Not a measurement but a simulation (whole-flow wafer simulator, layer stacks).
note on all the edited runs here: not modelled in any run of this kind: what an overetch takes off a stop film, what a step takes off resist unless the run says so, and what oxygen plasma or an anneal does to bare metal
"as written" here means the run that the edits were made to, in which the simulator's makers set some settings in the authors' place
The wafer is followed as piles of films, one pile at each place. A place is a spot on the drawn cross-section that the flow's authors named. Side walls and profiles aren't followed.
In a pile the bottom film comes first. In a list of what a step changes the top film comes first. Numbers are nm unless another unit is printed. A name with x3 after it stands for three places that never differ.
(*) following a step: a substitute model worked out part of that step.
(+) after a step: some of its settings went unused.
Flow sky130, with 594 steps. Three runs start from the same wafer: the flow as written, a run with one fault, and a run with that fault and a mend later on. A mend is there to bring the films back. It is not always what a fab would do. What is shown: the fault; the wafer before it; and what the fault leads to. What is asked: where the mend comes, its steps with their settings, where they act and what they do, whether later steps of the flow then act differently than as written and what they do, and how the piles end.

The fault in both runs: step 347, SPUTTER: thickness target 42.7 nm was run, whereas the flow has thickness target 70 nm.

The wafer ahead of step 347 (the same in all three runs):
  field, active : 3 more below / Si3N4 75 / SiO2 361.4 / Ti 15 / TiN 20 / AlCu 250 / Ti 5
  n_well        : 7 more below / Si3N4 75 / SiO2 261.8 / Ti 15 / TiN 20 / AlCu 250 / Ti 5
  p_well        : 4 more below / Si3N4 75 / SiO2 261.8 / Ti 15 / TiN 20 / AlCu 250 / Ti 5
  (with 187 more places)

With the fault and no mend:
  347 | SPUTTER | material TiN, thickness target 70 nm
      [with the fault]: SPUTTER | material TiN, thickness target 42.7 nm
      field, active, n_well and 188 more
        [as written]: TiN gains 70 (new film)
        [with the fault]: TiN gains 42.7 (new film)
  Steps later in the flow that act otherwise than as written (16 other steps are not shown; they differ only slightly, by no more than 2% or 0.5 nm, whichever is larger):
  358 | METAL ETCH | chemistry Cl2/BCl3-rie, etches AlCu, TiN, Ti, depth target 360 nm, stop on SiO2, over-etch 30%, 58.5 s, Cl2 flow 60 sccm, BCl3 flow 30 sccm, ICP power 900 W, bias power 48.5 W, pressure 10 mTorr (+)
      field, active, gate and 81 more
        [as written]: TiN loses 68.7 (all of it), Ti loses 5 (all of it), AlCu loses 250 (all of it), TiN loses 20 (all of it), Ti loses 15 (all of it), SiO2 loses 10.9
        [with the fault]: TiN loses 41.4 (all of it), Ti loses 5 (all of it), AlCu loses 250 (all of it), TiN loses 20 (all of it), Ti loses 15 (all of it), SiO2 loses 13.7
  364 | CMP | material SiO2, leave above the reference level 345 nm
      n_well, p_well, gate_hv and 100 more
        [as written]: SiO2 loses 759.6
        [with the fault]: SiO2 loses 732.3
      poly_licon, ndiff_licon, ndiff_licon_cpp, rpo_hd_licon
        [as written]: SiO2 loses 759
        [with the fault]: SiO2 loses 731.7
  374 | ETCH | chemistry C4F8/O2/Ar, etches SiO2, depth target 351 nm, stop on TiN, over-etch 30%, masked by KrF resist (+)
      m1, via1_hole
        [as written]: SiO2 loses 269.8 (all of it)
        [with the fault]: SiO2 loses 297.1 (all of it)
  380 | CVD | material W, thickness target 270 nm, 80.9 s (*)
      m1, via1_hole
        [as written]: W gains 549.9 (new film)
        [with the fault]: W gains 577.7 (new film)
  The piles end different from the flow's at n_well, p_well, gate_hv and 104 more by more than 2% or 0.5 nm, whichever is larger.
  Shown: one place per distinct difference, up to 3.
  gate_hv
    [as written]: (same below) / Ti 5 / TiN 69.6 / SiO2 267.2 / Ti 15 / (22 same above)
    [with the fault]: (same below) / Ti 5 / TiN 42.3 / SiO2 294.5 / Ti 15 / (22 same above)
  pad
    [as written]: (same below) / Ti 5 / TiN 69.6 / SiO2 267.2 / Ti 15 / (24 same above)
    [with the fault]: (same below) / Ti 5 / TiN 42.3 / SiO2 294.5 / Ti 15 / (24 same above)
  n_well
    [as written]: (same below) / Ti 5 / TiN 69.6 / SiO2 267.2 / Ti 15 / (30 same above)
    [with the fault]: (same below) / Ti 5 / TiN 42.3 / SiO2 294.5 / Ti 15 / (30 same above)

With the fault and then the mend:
  The mend stands after step 347.
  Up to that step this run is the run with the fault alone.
  347a | SPUTTER | material TiN, thickness target 27.3 nm (the flow's step 347, run once more with other settings)
      field, active, n_well and 188 more
        TiN gains 27.3
  None of the later steps of the flow acts differently than as written at any place that is followed.
  At every place that both follow, the piles at the end match the flow's.
